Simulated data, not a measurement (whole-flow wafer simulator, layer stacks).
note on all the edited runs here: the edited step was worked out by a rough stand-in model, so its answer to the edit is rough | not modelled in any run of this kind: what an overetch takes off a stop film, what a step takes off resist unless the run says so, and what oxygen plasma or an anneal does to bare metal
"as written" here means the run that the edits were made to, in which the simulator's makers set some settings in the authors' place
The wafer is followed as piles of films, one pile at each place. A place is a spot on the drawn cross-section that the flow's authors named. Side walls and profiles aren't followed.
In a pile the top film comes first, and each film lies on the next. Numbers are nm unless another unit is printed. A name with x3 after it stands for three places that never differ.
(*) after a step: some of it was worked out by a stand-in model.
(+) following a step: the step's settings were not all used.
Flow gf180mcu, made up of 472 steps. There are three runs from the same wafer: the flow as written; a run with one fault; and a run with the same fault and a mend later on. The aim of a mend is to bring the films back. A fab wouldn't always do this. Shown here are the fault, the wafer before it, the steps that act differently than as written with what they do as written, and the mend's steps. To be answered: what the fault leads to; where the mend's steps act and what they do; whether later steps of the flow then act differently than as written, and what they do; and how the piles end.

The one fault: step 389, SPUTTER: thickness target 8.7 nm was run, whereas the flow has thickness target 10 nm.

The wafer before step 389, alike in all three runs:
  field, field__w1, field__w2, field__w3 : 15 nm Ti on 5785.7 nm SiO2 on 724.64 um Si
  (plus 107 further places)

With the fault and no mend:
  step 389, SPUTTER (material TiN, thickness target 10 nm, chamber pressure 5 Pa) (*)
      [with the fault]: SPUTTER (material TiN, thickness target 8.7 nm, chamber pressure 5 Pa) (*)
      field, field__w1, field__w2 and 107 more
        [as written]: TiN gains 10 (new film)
        [with the fault]: TiN gains 8.7 (new film)
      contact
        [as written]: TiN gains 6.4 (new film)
        [with the fault]: TiN gains 5.57 (new film)
  Later steps of the flow acting differently than as written (1 other step is not shown; it differs only slightly, by no more than 2% or 0.5 nm, whichever is larger):
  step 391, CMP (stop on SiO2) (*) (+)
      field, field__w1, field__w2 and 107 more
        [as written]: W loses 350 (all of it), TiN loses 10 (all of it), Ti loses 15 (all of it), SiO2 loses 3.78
        [with the fault]: W loses 350 (all of it), TiN loses 8.7 (all of it), Ti loses 15 (all of it), SiO2 loses 3.77
  By the end, the piles at contact depart from the flow's by more than 2% or 0.5 nm, whichever is larger.
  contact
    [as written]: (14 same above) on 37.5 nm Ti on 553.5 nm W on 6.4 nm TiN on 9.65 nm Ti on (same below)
    [with the fault]: (14 same above) on 37.5 nm Ti on 554.3 nm W on 5.57 nm TiN on 9.65 nm Ti on (same below)

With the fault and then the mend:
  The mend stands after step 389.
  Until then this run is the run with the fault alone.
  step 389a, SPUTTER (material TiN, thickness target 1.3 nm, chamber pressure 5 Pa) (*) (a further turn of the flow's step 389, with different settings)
      field, field__w1, field__w2 and 107 more
        TiN gains 1.3
      contact
        TiN gains 0.83
  Later steps of the flow that are run all act as written at every place that is followed.
  By the end, the piles equal the flow's at every place that both follow.
